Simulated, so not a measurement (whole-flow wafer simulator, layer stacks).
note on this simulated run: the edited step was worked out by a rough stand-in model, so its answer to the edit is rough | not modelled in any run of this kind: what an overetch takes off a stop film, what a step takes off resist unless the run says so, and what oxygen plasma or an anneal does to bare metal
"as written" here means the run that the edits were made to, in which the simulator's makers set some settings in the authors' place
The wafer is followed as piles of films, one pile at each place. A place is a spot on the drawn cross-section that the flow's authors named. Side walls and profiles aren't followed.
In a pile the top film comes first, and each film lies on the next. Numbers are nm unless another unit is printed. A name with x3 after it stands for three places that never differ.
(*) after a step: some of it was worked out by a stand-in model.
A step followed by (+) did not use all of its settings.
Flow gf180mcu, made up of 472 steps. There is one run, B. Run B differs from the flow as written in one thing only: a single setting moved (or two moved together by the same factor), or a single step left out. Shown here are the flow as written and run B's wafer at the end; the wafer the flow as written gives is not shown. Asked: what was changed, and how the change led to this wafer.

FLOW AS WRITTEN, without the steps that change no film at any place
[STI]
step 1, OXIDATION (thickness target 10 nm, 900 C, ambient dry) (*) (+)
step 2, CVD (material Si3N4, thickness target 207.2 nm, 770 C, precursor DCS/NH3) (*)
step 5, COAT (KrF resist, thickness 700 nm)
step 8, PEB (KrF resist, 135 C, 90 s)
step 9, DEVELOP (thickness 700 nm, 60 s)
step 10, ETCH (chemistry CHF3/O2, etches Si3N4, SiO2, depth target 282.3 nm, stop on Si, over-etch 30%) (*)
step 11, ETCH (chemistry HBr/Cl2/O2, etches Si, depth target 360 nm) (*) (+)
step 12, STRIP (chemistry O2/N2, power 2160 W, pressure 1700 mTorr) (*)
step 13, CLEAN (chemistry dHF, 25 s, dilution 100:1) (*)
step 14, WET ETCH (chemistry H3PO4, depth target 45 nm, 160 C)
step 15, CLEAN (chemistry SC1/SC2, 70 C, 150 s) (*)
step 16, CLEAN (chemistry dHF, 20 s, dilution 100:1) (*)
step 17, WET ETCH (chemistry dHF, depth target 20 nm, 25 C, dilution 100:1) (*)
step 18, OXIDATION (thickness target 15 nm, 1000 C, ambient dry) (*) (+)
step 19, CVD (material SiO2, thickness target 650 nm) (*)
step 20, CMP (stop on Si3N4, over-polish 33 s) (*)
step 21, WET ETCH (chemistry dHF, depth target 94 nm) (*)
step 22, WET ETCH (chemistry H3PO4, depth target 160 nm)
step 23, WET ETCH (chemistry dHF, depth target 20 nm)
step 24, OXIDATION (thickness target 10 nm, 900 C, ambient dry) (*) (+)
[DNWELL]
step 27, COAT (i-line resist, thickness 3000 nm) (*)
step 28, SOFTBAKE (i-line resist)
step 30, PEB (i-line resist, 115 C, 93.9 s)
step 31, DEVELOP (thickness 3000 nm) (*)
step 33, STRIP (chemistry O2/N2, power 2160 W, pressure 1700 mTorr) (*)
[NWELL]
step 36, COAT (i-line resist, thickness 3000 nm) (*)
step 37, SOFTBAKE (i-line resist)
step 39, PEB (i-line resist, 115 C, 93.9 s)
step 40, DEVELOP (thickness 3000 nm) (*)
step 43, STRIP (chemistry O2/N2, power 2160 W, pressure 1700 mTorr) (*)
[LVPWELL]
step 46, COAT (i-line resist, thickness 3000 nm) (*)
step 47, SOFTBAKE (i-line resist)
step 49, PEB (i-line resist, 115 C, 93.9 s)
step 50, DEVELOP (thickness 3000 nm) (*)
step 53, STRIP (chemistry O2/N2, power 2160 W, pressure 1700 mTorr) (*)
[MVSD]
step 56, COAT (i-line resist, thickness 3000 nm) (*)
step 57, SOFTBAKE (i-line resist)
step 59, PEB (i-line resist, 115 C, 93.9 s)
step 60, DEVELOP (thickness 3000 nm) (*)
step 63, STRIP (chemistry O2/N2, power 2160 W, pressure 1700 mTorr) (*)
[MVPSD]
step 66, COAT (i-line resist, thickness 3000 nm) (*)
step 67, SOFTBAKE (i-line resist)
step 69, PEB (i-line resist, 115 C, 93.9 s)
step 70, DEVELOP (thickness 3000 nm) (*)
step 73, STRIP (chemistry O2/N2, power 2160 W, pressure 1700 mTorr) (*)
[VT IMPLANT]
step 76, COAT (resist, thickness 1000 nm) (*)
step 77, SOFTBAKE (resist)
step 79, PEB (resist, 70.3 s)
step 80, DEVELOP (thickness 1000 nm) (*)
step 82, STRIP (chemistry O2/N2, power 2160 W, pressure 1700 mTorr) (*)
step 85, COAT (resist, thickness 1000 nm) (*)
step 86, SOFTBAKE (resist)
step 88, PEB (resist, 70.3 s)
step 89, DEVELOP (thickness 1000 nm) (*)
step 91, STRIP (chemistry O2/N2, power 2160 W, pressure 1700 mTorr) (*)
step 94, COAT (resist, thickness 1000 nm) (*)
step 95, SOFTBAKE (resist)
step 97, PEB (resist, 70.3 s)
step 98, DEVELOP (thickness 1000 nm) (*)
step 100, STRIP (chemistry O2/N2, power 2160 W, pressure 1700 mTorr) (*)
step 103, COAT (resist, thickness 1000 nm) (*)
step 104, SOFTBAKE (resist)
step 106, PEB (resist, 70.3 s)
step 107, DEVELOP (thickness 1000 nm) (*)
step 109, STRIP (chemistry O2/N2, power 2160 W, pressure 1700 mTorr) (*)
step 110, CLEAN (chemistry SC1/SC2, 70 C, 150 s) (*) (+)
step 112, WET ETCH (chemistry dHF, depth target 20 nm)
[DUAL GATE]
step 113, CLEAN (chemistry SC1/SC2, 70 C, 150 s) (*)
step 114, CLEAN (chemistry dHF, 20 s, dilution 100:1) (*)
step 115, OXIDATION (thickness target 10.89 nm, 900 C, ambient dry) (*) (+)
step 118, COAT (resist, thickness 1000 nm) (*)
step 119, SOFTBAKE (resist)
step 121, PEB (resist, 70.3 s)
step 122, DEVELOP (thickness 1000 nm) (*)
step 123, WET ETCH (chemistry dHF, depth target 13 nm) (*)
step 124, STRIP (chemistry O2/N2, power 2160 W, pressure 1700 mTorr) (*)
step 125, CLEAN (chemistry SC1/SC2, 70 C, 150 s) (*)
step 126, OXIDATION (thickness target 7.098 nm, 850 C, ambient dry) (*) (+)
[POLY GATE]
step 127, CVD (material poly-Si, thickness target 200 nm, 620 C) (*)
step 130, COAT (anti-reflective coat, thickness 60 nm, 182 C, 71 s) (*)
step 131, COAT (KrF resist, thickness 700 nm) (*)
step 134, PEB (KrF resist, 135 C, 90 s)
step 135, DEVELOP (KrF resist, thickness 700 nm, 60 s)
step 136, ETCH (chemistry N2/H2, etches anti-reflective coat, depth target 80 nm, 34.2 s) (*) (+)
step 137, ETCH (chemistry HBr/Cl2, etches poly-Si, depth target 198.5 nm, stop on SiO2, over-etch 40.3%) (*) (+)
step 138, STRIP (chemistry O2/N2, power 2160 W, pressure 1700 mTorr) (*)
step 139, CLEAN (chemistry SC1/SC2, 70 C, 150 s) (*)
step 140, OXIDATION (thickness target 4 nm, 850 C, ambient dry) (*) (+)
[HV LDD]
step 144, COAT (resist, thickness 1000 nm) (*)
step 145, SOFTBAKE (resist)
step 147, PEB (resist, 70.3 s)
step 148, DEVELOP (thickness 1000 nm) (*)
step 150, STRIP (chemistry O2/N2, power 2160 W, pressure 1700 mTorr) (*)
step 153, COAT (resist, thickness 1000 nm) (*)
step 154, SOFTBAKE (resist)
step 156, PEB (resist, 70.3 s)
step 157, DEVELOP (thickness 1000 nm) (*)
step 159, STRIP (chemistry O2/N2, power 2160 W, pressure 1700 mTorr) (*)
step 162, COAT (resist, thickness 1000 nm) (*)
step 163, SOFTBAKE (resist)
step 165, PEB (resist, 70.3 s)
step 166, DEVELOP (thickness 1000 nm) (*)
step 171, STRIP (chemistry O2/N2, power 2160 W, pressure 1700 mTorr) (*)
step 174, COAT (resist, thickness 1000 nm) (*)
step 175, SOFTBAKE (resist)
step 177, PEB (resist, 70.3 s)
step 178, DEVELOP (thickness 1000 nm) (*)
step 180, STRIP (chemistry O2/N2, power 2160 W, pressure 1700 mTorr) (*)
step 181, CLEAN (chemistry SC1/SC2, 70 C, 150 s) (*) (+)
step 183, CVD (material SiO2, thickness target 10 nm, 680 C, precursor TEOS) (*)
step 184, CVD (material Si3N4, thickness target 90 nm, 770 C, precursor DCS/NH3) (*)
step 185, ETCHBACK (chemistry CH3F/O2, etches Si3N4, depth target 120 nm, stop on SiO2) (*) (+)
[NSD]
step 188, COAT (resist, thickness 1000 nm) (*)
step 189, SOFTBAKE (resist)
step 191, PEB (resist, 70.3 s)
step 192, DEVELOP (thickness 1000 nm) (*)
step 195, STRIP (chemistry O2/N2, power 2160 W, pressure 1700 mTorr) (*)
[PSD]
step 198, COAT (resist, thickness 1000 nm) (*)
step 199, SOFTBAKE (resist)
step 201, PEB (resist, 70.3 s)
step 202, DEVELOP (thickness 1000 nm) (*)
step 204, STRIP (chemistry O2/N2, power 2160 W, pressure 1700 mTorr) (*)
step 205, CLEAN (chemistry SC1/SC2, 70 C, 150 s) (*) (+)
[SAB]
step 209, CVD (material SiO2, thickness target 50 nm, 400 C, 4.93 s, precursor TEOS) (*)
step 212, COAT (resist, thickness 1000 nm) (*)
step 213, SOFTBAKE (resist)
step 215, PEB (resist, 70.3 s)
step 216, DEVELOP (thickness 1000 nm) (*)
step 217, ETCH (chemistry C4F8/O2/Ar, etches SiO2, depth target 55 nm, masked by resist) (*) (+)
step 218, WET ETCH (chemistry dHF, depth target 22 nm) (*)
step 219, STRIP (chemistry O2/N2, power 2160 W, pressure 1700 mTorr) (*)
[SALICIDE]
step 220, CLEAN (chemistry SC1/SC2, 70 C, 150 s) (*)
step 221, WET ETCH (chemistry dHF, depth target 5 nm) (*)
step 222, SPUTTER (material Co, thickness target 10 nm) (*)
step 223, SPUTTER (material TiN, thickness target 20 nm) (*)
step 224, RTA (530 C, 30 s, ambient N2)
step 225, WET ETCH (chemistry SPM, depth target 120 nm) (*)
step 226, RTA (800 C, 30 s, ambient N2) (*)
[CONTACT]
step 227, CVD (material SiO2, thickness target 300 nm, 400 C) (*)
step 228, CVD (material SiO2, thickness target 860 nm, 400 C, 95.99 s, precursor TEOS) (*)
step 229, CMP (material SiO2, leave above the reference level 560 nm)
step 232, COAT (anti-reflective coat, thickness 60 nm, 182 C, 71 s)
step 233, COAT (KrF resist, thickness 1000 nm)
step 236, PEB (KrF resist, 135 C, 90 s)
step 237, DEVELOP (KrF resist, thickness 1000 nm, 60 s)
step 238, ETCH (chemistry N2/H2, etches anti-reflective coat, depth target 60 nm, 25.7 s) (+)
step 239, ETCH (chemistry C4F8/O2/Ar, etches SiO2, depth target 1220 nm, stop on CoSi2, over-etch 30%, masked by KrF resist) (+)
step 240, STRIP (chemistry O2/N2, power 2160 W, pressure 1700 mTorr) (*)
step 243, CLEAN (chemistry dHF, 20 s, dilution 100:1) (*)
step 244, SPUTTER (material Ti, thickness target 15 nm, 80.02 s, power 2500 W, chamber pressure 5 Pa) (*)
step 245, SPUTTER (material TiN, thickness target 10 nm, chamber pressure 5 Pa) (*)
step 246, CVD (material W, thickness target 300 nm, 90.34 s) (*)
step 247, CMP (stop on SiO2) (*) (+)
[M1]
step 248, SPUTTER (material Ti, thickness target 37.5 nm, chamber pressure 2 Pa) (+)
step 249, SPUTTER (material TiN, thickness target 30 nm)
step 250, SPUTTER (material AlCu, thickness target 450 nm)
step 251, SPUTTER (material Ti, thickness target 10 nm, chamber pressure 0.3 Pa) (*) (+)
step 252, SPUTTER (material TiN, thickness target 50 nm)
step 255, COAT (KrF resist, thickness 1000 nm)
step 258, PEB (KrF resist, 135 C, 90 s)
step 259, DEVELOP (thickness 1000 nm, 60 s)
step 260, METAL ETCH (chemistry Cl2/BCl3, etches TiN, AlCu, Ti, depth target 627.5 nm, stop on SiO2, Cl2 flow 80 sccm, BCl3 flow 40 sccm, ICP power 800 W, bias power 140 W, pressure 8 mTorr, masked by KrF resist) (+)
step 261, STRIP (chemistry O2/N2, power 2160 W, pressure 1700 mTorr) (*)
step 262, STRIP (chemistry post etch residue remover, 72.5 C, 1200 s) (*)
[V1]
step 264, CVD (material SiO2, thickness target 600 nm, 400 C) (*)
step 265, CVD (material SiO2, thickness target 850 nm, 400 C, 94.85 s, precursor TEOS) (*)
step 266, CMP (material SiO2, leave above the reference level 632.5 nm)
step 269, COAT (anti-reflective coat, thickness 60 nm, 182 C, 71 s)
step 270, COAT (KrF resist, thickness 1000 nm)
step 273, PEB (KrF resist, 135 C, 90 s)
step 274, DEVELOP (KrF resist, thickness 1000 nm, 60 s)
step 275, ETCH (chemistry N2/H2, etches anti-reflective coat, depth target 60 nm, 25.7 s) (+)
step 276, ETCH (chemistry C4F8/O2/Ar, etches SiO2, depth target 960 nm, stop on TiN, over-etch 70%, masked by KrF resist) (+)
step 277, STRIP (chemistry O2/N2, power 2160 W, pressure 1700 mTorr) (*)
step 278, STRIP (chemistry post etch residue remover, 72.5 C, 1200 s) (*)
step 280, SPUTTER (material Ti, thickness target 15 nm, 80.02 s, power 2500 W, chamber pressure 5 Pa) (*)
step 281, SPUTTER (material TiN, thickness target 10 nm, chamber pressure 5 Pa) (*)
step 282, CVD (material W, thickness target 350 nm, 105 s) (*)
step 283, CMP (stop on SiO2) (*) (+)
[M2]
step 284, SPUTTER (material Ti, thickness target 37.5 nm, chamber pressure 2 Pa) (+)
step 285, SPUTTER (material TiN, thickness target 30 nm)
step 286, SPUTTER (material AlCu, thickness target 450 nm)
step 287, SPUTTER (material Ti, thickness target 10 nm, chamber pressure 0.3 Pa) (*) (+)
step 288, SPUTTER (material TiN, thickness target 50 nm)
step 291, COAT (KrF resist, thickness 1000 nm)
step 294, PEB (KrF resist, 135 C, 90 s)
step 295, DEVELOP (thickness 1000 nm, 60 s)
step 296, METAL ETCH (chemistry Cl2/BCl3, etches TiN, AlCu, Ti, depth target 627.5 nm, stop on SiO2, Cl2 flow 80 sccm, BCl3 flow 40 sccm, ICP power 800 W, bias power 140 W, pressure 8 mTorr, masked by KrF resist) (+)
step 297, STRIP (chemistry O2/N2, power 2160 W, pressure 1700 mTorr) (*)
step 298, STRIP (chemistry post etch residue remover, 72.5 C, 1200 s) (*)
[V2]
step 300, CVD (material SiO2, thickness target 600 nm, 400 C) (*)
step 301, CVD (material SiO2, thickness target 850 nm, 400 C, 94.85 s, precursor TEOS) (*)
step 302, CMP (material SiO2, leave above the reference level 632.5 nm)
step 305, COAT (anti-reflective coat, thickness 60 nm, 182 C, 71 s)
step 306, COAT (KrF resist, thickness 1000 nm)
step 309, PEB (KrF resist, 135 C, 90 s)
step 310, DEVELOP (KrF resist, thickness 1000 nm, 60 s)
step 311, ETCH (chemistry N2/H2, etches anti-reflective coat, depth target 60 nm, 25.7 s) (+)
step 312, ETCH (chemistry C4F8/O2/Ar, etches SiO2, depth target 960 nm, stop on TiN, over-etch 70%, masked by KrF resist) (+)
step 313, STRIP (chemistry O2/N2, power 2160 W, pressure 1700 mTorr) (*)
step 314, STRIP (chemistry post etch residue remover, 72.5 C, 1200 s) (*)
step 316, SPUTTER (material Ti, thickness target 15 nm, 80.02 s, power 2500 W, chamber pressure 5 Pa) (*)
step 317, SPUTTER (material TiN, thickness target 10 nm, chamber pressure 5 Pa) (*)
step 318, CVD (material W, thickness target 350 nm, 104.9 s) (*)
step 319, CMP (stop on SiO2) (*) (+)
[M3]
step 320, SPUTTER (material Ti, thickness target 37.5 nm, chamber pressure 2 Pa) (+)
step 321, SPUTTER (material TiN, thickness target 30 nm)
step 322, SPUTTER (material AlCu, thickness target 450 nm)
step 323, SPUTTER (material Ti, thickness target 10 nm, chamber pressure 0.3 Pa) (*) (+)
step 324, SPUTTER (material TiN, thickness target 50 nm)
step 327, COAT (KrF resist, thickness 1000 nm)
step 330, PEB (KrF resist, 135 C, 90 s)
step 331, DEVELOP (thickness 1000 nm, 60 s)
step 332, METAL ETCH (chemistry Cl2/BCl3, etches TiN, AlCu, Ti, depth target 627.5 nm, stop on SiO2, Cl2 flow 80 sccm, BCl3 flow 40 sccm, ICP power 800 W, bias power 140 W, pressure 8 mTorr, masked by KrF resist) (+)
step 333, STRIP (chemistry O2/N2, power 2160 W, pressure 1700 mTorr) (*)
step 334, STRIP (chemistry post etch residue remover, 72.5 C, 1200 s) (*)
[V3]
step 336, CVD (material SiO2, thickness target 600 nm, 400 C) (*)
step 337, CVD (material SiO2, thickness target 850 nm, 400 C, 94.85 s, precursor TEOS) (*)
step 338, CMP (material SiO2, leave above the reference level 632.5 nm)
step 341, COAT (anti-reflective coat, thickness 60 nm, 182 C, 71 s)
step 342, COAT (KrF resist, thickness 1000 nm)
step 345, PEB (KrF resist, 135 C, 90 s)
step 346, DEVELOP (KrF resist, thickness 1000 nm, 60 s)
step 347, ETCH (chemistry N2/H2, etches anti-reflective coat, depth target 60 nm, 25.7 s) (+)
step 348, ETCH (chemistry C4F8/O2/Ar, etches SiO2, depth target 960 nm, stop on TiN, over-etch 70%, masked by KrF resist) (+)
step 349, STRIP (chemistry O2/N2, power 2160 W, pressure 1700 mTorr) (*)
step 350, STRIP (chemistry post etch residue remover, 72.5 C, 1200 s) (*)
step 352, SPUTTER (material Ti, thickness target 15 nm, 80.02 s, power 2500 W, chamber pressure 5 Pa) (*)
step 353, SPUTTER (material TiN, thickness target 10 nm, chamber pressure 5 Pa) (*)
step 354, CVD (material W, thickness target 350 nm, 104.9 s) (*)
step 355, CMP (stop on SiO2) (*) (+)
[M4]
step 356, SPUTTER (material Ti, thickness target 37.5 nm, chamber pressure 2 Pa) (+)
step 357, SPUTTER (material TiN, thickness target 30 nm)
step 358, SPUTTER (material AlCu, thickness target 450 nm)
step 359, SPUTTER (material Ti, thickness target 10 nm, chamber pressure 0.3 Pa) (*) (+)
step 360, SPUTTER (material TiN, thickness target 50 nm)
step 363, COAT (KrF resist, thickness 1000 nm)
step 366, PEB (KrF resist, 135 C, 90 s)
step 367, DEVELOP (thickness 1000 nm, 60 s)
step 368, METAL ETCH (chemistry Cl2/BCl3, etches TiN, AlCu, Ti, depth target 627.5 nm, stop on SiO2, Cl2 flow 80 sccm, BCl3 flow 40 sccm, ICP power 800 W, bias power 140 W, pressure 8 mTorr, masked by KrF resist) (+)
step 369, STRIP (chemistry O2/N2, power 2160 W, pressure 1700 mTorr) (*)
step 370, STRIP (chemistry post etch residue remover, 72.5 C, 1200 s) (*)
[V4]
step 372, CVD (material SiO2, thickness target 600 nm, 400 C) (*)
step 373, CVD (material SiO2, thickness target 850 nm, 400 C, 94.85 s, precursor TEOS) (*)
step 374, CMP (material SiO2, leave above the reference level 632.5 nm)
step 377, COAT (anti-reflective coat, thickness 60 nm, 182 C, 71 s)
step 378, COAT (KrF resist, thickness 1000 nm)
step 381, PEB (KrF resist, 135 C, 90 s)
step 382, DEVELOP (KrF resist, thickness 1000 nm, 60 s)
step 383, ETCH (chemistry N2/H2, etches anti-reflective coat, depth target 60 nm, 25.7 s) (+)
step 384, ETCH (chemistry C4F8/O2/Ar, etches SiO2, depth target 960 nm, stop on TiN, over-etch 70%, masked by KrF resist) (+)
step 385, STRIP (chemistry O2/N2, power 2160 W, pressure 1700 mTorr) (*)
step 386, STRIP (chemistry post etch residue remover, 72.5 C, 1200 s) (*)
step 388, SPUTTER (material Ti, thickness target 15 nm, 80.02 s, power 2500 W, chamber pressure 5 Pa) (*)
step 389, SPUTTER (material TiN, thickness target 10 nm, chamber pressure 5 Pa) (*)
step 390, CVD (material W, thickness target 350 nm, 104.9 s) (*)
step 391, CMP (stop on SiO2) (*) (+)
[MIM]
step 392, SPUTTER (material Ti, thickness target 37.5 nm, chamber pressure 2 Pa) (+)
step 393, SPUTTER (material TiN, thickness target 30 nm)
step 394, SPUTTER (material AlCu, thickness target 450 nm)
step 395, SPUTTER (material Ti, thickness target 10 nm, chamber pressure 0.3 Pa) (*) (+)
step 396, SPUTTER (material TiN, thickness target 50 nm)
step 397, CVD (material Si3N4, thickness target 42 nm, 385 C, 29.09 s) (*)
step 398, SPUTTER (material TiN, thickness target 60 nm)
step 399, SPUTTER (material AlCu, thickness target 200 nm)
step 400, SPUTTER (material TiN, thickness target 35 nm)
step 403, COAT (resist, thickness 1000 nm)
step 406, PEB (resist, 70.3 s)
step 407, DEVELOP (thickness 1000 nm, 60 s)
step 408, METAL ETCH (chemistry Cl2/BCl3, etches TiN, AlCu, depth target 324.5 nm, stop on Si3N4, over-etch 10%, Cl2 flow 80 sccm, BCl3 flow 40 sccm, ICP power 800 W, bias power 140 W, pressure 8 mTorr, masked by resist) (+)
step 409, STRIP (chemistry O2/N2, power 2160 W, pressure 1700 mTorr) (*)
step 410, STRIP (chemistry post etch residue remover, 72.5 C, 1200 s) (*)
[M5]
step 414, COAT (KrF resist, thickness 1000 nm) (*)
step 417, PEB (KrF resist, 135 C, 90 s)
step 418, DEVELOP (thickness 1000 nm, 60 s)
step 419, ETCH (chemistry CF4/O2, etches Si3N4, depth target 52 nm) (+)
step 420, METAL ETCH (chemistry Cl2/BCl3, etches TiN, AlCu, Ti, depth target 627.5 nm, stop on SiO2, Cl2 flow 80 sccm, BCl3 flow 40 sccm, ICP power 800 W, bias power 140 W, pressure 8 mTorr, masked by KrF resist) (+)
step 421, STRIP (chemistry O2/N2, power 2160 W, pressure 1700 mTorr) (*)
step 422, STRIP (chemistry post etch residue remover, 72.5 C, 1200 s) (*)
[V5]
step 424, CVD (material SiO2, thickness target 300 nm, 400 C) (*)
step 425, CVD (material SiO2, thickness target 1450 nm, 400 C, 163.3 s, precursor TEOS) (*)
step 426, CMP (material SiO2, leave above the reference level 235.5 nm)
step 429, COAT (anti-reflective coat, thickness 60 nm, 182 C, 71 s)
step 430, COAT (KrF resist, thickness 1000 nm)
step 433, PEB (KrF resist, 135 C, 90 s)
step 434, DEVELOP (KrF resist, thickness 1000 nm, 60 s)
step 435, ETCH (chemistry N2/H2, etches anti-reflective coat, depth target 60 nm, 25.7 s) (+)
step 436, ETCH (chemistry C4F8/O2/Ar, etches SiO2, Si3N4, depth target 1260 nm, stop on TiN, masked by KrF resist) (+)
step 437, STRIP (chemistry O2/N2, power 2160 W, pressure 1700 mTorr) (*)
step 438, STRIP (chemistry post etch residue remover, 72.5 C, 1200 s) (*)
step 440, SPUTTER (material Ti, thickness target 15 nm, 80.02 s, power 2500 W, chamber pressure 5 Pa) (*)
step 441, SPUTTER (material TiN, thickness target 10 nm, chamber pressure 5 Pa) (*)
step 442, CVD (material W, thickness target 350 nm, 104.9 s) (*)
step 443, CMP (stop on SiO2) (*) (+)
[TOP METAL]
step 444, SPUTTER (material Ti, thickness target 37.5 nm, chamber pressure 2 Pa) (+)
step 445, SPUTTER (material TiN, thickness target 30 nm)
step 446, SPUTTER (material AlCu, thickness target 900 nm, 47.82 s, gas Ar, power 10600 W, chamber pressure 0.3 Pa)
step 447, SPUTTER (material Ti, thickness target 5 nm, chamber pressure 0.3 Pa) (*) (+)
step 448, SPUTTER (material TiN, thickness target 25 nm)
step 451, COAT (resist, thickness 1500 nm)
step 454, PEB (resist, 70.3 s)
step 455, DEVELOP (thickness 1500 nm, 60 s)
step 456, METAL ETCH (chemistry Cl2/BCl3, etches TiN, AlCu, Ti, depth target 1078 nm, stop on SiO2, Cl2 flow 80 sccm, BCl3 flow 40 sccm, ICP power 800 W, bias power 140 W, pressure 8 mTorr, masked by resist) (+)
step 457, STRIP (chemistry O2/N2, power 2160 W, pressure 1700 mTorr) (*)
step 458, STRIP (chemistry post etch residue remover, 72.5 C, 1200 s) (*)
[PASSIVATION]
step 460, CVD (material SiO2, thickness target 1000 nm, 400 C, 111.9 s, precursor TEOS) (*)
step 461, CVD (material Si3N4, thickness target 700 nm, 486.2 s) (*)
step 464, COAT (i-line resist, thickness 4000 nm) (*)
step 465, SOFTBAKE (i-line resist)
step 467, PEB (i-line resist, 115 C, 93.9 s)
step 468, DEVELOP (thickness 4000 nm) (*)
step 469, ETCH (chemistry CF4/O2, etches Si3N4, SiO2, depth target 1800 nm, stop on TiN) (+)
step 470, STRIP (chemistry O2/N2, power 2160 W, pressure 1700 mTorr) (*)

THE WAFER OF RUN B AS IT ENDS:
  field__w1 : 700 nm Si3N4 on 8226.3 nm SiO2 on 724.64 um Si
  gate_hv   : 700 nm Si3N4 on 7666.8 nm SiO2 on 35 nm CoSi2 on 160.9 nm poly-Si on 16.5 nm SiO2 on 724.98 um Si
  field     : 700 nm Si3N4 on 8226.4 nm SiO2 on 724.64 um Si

The reason: step 126, OXIDATION: thickness target 9.76 nm was run, whereas the flow has thickness target 7.098 nm.

How this came from the change, step by step:
  step 126, OXIDATION (thickness target 7.098 nm, 850 C, ambient dry) (*) (+)
      gate_hv, active_hv, active_nat and 25 more: +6 SiO2, -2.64 Si (it would be, as written: +3.72 SiO2, -1.64 Si)
      active, n_well, p_well and 12 more: +9.76 SiO2 (new film), -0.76 chemical SiO2 (all of it), -3.96 Si (it would be, as written: +7.1 SiO2 (new film), -0.76 chemical SiO2 (all of it), -2.79 Si)
  step 189, SOFTBAKE (resist)
      nw_enc_fld_lv__w3: -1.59 resist (it would be, as written: +2.11 resist)
  step 199, SOFTBAKE (resist)
      nw_enc_fld_lv__w3: -1.59 resist (it would be, as written: +2.11 resist)
  step 218, WET ETCH (chemistry dHF, depth target 22 nm) (*)
      active, p_well, sd_n, iso_ptap_pw, iso_ntap_nw, iso_ptap_sub, vpnp_e: -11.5 SiO2 (all of it) (it would be, as written: -9.01 SiO2 (all of it))
      ldn_tap, ldn_src, ldn_drn, ldp_tap, ldp_src, ldp_drn, ldp_gr: -18.2 SiO2 (all of it) (it would be, as written: -16 SiO2 (all of it))
      (as well as at 9 more places)
